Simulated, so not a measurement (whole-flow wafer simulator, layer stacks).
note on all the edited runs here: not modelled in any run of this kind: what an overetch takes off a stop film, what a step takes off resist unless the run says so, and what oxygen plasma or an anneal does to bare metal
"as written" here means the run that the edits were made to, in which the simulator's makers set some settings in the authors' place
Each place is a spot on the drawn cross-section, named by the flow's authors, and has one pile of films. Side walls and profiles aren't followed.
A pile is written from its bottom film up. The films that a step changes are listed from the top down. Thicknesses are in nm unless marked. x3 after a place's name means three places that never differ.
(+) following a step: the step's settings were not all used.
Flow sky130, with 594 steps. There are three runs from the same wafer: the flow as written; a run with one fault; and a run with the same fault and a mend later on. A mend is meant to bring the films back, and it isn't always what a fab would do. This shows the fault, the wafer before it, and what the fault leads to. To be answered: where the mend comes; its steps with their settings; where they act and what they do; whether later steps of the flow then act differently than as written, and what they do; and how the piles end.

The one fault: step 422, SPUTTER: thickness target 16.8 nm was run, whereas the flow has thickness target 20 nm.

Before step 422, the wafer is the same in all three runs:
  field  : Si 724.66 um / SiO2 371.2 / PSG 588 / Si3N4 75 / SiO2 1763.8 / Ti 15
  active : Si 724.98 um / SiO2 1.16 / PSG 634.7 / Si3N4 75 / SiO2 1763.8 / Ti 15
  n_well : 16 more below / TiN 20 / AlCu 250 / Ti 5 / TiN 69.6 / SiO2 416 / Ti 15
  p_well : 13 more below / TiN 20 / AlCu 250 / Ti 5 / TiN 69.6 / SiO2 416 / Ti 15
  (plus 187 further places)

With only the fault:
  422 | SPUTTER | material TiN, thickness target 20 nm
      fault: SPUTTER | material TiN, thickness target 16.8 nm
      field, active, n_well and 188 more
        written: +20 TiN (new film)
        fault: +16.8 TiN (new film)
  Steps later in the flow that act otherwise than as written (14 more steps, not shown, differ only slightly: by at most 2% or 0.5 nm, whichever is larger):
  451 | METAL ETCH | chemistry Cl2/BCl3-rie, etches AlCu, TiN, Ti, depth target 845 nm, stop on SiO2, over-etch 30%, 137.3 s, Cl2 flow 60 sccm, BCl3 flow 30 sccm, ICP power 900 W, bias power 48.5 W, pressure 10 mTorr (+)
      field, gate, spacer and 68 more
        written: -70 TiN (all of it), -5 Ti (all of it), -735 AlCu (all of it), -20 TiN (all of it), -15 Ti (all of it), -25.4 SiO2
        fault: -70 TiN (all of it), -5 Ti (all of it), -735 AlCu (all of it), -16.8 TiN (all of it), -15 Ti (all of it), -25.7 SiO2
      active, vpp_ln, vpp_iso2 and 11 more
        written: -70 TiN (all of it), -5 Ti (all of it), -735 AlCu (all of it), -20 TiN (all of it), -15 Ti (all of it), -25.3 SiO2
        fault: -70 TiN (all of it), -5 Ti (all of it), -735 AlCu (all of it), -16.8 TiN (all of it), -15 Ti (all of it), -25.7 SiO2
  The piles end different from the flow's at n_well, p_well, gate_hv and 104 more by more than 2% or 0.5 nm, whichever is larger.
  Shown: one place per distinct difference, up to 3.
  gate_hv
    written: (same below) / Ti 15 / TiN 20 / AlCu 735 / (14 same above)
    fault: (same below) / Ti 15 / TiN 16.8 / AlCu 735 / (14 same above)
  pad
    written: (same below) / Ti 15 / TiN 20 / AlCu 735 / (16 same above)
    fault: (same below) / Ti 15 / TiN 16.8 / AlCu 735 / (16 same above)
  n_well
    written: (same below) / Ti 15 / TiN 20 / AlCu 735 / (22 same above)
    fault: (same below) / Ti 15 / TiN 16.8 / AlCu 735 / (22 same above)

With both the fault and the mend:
  The mend stands after step 422.
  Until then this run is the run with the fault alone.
  422a | SPUTTER | material TiN, thickness target 3.2 nm (the flow's step 422 again, with other settings)
      field, active, n_well and 188 more
        +3.2 TiN
  None of the later steps of the flow acts differently than as written at any place that is followed.
  By the end, the piles equal the flow's at every place that both follow.
